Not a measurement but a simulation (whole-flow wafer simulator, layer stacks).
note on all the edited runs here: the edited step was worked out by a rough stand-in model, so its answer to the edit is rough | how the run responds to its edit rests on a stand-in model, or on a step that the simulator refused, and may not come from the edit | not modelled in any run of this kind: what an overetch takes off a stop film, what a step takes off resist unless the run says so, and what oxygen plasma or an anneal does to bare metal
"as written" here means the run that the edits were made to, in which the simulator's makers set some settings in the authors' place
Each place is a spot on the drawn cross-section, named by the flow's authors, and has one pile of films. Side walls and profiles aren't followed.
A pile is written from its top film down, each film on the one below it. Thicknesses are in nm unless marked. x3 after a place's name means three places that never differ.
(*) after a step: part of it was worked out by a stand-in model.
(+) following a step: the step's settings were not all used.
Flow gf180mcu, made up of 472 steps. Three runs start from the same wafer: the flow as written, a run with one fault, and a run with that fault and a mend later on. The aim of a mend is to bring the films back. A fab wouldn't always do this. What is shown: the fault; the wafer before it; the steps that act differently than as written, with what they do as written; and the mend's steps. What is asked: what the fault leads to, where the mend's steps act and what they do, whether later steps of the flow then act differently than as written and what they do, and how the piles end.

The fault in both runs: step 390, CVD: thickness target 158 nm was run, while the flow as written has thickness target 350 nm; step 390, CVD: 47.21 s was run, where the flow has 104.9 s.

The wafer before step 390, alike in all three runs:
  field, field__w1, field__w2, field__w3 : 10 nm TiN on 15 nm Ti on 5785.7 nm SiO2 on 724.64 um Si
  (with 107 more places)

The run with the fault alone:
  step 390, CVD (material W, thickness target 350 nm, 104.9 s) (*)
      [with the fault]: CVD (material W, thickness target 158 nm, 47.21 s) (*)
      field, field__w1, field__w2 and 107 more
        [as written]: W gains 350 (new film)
        [with the fault]: W gains 159.1 (new film)
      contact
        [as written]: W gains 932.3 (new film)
        [with the fault]: W gains 741.4 (new film)
  Steps further on in the flow that do not act as written:
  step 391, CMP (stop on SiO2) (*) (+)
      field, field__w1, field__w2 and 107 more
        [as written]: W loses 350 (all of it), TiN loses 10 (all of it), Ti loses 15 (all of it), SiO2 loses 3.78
        [with the fault]: W loses 159.1 (all of it), TiN loses 10 (all of it), Ti loses 15 (all of it), SiO2 loses 1.86
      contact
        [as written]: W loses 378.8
        [with the fault]: W loses 186
  At the end the piles are close to the flow's at the places that both follow, differing by at most 2% or 0.5 nm, whichever is larger.

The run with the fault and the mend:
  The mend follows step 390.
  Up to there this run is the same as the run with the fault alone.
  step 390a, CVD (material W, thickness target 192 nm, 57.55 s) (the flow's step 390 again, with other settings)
      field, field__w1, field__w2 and 108 more
        W gains 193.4
  Later steps of the flow that are run all act as written at every place that is followed, up to a difference of at most 2% or 0.5 nm, whichever is larger.
  At the end the piles are close to the flow's at the places that both follow, differing by at most 2% or 0.5 nm, whichever is larger.
